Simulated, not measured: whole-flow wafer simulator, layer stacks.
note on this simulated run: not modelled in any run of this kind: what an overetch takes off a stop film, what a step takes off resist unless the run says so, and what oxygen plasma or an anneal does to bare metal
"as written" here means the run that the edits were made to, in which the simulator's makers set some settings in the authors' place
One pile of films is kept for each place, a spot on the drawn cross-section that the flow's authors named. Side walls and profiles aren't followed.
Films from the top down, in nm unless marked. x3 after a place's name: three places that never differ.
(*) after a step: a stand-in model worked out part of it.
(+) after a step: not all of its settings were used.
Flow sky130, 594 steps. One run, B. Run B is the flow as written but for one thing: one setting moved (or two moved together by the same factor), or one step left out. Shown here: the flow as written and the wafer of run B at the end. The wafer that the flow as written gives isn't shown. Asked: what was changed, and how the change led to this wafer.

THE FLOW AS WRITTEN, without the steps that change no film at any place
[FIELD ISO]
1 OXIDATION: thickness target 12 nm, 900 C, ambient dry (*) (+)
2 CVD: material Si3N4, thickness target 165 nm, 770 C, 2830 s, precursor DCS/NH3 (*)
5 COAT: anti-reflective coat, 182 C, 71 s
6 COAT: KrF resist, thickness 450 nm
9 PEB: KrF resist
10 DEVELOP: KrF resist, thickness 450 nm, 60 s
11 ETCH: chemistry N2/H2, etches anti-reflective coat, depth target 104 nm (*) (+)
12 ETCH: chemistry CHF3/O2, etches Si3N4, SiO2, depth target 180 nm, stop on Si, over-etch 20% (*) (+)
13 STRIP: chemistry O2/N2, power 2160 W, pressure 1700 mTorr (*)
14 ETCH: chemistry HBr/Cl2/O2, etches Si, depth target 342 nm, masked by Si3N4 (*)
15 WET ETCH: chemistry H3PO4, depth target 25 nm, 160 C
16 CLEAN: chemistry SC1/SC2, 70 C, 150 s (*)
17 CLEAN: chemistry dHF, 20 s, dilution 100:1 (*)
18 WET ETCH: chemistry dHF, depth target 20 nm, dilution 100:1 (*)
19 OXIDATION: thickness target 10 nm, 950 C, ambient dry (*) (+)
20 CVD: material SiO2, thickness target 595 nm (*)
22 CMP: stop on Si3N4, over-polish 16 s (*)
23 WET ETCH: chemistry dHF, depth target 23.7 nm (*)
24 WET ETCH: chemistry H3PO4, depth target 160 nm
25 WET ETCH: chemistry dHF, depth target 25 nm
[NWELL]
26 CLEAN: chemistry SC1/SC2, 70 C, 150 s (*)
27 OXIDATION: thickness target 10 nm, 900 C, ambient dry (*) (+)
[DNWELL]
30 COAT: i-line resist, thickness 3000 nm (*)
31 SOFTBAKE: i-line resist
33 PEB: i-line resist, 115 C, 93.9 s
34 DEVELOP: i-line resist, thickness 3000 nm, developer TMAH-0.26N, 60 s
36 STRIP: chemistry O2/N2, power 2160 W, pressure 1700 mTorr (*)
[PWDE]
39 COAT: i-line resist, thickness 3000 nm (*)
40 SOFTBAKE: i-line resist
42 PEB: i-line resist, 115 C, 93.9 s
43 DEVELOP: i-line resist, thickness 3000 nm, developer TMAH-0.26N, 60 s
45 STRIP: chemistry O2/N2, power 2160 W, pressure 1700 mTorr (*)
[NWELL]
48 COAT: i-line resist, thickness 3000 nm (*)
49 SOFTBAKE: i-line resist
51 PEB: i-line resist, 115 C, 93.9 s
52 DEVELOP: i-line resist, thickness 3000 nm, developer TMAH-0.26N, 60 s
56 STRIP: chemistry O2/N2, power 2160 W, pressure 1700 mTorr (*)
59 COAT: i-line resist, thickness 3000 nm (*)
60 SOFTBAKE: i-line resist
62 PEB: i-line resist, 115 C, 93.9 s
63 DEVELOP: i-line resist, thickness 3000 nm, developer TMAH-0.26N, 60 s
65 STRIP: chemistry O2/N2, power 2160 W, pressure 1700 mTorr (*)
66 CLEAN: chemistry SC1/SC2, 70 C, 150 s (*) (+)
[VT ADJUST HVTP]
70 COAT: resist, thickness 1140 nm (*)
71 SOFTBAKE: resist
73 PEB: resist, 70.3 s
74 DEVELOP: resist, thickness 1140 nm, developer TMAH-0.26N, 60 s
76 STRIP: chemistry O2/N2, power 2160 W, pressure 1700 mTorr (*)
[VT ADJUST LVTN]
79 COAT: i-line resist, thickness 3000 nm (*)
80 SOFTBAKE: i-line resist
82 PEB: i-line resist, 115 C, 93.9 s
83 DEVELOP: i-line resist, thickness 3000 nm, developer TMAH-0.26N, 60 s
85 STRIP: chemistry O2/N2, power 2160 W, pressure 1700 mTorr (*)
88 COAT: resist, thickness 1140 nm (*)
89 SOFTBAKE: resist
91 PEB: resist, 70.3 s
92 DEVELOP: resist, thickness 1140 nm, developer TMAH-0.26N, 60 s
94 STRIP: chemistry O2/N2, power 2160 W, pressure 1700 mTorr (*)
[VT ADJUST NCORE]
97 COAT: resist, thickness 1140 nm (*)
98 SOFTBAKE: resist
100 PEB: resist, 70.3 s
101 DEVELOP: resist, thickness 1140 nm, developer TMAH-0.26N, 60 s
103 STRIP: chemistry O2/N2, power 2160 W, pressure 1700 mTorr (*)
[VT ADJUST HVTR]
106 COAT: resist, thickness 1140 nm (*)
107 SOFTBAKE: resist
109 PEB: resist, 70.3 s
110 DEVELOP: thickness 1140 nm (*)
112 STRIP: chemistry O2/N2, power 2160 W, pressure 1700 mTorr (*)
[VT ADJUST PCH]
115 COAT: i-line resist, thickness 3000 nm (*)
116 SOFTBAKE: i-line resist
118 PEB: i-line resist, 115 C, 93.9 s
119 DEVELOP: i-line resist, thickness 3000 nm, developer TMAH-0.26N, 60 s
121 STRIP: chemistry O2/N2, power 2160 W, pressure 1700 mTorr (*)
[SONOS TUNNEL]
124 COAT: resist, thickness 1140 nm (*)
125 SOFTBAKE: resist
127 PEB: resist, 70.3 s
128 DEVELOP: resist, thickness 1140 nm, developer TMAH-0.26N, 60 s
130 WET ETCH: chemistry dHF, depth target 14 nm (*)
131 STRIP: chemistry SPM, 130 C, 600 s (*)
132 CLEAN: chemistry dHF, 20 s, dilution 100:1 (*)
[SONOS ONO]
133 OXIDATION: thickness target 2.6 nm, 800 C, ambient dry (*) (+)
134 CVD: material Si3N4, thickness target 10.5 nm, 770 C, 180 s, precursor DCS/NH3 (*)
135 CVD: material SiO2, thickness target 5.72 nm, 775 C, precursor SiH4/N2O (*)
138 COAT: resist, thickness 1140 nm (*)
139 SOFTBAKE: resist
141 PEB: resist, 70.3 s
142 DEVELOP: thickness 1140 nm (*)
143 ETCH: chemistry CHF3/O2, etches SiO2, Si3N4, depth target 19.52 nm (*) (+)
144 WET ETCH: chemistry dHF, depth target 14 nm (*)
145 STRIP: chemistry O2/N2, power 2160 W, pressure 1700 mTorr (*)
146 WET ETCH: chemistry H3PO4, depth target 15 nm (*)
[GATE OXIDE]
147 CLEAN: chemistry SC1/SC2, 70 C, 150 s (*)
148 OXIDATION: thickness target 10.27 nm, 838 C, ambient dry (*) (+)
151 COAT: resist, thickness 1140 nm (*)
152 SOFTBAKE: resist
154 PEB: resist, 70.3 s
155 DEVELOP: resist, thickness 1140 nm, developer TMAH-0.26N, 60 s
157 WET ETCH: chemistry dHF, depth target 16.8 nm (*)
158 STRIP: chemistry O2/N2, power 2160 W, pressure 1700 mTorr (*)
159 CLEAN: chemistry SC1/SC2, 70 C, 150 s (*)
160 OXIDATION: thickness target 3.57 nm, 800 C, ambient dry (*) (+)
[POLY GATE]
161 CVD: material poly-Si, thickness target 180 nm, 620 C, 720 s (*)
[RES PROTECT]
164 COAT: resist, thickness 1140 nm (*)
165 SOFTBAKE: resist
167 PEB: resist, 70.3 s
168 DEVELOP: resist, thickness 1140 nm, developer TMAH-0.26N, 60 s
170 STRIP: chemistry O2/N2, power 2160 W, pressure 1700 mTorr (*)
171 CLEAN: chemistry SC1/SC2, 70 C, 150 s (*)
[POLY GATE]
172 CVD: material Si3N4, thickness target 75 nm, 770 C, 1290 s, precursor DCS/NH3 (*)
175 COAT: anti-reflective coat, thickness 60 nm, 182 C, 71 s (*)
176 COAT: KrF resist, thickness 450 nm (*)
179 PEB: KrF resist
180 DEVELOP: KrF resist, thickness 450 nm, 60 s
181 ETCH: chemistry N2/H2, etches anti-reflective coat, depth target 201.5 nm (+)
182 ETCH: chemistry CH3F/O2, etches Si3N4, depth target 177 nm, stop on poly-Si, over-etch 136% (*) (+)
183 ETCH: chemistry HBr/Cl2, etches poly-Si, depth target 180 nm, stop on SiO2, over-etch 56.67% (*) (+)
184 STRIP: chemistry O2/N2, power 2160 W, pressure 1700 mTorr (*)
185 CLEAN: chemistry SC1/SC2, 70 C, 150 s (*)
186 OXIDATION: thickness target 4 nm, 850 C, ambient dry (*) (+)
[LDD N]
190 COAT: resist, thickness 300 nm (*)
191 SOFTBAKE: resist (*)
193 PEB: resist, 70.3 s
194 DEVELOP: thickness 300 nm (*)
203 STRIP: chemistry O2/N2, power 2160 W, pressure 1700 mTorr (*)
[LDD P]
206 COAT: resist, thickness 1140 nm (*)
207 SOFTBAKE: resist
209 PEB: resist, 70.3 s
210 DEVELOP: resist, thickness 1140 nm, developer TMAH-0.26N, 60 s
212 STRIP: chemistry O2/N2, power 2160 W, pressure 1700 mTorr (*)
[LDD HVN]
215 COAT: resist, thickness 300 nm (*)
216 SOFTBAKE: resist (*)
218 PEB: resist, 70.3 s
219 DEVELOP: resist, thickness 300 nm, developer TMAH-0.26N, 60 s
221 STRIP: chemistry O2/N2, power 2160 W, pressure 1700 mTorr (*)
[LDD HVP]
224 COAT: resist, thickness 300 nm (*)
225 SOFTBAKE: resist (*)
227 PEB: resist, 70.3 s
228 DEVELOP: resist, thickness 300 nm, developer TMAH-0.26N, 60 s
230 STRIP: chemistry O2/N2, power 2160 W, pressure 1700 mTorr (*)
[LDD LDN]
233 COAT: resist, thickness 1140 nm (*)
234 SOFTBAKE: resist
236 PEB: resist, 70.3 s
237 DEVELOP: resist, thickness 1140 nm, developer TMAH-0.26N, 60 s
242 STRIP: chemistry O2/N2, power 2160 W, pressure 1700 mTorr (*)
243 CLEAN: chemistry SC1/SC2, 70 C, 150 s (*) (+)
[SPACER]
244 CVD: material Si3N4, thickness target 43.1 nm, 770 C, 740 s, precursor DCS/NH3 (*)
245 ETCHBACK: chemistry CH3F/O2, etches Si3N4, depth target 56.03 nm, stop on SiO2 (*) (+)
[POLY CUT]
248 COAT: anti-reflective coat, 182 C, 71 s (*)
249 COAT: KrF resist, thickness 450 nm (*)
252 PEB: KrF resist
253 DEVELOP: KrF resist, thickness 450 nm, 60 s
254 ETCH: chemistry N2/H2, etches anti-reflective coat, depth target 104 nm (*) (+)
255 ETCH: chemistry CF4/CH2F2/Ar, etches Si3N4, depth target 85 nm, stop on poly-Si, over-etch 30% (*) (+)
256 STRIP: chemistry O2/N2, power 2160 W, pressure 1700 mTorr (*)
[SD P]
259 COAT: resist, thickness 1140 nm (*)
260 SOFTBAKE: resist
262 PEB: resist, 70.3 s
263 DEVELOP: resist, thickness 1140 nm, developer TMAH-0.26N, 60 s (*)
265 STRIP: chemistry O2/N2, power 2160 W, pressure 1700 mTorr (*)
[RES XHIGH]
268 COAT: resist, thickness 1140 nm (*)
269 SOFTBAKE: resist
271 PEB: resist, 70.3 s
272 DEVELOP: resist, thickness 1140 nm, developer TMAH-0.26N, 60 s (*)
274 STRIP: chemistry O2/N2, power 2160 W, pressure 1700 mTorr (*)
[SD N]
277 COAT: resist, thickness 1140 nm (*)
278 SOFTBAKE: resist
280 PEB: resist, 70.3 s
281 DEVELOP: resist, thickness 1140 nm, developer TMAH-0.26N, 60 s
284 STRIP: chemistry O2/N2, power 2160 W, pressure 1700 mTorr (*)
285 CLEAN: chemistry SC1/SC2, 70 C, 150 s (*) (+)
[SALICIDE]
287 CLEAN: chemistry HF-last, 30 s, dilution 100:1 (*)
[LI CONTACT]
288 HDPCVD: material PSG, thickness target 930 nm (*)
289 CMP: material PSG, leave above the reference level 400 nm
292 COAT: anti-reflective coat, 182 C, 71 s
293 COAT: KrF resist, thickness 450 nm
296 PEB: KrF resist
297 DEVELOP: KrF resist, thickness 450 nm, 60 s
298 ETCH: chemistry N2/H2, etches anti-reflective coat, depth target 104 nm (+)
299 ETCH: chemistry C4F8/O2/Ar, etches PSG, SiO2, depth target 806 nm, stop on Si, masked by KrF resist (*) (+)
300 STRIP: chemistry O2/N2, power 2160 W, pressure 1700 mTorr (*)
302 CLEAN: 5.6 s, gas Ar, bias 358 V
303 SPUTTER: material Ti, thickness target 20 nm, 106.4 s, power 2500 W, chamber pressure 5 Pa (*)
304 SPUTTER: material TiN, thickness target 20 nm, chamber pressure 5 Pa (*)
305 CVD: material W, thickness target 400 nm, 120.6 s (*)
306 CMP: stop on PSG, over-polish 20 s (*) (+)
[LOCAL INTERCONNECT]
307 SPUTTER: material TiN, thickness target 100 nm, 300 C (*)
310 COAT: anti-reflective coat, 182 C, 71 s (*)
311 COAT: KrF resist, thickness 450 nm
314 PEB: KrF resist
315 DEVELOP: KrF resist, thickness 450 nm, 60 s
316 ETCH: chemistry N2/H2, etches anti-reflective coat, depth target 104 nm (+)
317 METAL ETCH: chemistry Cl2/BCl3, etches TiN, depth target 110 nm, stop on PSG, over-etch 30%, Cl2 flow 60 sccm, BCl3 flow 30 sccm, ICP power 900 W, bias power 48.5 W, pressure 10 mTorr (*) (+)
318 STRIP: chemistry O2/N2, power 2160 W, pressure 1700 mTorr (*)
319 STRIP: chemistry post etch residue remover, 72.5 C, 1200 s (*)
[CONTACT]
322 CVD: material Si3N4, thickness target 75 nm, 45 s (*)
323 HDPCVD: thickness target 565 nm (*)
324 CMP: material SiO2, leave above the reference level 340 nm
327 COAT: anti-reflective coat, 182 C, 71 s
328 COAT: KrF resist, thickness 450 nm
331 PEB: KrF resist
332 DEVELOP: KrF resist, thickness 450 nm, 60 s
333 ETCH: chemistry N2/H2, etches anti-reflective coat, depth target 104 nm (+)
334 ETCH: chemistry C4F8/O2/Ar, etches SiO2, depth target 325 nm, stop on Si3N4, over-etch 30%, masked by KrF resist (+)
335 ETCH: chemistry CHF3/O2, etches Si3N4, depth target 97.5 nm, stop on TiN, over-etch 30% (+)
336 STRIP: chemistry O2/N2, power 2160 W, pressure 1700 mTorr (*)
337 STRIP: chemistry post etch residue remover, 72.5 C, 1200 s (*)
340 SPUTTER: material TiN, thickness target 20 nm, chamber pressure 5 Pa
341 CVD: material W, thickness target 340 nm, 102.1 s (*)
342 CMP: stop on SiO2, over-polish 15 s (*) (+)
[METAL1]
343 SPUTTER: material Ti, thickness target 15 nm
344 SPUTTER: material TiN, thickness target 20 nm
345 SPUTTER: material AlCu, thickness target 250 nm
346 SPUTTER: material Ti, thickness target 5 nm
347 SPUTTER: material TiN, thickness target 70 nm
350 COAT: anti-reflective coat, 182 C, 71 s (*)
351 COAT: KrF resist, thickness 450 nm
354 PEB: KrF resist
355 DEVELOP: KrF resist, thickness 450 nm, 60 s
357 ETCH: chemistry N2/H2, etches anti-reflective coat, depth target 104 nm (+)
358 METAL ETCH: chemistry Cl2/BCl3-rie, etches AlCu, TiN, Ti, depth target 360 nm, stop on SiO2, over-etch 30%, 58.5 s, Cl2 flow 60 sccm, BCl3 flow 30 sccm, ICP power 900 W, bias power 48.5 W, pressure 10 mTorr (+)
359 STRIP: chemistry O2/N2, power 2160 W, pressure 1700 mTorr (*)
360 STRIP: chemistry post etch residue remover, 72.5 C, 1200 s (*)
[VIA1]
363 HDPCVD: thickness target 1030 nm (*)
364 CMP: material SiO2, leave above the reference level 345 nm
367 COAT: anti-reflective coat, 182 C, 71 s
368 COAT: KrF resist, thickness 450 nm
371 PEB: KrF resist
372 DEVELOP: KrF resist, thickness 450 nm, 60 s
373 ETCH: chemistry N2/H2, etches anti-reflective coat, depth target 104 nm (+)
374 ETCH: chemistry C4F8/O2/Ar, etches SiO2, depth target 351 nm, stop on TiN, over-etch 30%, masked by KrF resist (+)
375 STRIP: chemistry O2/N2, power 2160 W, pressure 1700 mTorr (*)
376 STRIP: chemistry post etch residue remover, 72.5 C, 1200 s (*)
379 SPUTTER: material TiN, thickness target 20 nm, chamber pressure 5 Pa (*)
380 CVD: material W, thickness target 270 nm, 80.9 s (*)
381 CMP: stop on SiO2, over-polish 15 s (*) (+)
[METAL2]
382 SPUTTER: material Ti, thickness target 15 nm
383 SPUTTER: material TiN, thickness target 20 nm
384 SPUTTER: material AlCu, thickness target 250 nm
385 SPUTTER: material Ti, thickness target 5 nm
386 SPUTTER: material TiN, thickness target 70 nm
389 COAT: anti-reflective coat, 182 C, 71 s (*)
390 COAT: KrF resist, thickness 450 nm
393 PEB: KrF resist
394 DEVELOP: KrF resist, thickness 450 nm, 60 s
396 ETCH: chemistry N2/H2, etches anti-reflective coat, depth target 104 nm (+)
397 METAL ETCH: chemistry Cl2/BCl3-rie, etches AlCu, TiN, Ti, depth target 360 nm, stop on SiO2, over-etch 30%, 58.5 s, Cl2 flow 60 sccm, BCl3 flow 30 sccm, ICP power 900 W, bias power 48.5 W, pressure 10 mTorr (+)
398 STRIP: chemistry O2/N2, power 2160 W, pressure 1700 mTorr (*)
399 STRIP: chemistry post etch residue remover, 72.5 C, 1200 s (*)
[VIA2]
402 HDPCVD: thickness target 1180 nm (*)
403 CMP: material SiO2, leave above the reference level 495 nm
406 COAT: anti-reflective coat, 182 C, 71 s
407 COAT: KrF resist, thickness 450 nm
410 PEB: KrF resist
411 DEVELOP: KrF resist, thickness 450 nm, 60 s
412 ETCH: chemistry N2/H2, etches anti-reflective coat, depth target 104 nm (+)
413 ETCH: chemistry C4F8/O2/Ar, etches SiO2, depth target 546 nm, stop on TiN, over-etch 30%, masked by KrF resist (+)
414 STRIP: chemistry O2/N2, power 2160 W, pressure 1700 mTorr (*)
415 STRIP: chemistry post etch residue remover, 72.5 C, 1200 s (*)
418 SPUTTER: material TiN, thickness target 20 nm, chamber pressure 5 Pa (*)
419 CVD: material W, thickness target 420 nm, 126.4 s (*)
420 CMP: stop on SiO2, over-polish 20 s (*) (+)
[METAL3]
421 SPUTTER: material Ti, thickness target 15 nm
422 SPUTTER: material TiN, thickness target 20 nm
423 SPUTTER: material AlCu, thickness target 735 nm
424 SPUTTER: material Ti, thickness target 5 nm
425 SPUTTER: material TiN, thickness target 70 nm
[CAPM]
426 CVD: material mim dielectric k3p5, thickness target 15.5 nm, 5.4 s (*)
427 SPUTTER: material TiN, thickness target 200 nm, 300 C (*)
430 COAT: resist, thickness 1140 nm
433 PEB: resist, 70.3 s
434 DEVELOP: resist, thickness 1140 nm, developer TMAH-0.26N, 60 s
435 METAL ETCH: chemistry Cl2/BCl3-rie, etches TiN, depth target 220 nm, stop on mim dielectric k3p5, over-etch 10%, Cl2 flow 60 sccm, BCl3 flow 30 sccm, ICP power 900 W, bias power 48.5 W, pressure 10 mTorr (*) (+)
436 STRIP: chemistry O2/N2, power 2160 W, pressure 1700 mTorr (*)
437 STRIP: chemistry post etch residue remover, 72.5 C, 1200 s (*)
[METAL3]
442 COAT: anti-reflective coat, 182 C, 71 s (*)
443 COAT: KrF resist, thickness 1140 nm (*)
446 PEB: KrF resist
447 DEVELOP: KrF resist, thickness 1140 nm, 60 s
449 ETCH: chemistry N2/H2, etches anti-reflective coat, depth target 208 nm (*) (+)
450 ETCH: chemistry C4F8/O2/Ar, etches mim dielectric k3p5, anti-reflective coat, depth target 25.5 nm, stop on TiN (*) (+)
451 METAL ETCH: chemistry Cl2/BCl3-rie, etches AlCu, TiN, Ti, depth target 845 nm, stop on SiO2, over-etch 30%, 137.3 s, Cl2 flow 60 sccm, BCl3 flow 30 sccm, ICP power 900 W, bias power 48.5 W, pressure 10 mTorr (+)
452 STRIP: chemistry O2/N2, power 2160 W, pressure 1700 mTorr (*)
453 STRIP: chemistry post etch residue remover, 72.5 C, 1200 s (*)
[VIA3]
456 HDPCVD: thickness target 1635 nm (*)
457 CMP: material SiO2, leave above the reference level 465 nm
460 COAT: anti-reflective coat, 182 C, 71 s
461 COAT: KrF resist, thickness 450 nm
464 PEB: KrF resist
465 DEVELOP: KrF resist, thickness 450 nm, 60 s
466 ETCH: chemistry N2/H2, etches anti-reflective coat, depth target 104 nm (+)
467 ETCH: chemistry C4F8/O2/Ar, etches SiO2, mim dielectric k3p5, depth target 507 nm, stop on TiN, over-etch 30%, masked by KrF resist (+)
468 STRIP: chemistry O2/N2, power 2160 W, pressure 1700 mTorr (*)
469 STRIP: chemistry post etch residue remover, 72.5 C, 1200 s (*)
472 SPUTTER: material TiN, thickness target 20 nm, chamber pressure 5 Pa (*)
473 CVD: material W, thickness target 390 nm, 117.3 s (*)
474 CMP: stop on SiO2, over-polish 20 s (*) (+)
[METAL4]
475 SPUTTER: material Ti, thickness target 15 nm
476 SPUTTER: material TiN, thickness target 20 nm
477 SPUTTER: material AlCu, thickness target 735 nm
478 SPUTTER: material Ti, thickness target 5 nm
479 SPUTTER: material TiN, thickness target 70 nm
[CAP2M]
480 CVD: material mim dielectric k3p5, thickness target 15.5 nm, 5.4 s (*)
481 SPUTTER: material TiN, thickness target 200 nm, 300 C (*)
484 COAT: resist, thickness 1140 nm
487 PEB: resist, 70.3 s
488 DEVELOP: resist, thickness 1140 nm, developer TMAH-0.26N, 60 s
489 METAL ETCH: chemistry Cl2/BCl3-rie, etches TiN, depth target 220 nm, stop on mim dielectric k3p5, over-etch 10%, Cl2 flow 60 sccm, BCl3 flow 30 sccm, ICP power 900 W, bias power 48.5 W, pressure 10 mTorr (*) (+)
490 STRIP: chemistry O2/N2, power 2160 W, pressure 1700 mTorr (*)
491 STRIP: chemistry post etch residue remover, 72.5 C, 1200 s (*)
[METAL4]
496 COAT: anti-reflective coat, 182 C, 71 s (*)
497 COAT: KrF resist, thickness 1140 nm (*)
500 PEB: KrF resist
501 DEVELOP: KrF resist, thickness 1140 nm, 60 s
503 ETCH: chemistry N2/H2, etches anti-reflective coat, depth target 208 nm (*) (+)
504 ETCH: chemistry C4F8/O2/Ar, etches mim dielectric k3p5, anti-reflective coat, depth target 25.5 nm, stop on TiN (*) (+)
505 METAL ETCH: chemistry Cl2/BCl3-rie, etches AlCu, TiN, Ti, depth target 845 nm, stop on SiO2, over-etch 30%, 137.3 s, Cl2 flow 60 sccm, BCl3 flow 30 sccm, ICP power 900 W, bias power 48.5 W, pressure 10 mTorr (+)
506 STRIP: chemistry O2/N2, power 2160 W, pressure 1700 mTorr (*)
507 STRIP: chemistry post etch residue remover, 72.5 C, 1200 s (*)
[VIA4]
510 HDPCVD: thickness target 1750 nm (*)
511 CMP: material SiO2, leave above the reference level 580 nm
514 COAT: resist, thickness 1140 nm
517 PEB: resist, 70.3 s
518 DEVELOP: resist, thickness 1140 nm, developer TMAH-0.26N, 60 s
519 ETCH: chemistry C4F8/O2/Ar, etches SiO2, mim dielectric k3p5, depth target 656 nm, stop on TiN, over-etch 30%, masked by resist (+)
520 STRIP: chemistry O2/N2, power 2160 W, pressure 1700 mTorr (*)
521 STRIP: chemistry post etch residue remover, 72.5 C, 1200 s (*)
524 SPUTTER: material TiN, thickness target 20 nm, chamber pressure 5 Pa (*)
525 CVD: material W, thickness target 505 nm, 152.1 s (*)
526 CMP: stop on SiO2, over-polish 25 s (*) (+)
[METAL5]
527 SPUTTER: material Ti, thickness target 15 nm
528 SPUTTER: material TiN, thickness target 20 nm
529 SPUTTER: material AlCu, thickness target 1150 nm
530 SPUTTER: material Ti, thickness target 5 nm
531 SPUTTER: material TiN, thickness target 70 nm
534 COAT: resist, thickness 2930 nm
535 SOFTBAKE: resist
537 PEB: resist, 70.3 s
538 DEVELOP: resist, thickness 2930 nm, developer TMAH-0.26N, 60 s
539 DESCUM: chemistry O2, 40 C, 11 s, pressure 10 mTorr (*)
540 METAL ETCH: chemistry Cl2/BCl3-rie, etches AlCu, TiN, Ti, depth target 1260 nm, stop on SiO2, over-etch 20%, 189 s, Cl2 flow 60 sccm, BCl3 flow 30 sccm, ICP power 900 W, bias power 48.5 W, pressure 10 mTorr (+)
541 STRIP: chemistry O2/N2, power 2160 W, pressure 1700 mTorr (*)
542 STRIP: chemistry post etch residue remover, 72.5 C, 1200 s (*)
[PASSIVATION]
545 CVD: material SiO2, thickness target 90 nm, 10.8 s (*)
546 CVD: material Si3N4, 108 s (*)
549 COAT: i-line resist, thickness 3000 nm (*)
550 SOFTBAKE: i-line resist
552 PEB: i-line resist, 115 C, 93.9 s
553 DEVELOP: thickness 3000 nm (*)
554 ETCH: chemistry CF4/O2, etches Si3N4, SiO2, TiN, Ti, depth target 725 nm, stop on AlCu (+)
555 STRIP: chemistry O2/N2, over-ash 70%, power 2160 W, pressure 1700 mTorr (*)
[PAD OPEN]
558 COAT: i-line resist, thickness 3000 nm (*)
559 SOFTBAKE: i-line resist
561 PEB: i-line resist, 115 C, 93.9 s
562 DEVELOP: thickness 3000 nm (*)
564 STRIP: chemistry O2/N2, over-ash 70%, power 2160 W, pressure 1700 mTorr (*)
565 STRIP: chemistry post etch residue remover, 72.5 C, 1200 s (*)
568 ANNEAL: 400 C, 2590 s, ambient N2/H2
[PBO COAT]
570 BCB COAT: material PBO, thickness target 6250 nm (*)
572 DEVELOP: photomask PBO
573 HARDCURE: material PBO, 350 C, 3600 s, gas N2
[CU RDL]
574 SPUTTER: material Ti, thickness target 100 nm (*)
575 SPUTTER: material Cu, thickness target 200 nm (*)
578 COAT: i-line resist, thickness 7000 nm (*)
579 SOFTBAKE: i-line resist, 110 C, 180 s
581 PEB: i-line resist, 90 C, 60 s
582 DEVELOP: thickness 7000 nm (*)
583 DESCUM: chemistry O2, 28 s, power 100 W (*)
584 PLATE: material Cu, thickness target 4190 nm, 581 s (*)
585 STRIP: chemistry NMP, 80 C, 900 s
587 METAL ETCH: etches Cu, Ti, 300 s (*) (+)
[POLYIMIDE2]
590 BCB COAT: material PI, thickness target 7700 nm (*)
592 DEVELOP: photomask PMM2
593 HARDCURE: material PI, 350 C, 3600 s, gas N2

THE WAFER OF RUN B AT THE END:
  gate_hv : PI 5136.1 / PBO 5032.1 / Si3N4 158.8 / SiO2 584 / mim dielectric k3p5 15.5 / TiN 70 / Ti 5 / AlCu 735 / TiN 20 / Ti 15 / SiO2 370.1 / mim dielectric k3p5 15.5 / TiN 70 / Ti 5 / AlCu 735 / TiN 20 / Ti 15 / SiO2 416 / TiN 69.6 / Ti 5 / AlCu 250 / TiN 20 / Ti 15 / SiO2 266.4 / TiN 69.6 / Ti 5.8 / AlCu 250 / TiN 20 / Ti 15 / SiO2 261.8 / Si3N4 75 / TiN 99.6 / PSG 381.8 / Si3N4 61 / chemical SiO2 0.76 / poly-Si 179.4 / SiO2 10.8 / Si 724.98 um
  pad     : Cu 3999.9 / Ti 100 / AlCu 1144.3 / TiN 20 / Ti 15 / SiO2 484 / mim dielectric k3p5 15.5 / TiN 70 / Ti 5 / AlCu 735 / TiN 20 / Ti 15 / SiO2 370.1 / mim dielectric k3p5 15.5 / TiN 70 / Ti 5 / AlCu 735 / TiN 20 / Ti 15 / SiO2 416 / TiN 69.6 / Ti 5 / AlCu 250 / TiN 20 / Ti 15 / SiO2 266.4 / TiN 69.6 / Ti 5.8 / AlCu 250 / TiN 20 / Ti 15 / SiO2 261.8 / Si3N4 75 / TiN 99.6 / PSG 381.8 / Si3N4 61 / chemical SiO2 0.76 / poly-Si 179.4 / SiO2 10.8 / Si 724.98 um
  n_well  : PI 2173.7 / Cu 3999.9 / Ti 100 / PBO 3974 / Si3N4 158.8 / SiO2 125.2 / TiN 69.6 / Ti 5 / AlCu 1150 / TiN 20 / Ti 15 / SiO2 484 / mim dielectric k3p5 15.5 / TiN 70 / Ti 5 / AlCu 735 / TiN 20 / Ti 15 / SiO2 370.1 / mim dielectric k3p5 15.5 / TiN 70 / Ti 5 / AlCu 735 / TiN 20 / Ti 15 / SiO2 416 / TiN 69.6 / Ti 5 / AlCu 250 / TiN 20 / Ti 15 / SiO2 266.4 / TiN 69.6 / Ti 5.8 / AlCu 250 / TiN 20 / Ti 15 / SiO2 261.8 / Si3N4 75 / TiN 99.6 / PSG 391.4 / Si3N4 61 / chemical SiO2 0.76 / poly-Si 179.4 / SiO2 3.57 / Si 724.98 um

The cause: step 346, SPUTTER: thickness target 5.8 nm was run, where the flow has thickness target 5 nm.
It can be read off the wafer: gate_hv has Ti 5.8, and step 346 as written asks for 5 nm.

How the change led to this, step by step:
  346 SPUTTER: material Ti, thickness target 5 nm
      field, active, n_well and 188 more: Ti +5.8 (new film) (as written it would be: Ti +5 (new film))
  358 METAL ETCH: chemistry Cl2/BCl3-rie, etches AlCu, TiN, Ti, depth target 360 nm, stop on SiO2, over-etch 30%, 58.5 s, Cl2 flow 60 sccm, BCl3 flow 30 sccm, ICP power 900 W, bias power 48.5 W, pressure 10 mTorr (+)
      field, active, gate and 81 more: TiN -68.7 (all of it), Ti -5.8 (all of it), AlCu -250 (all of it), TiN -20 (all of it), Ti -15 (all of it), SiO2 -10.9 (as written it would be: TiN -68.7 (all of it), Ti -5 (all of it), AlCu -250 (all of it), TiN -20 (all of it), Ti -15 (all of it), SiO2 -10.9)
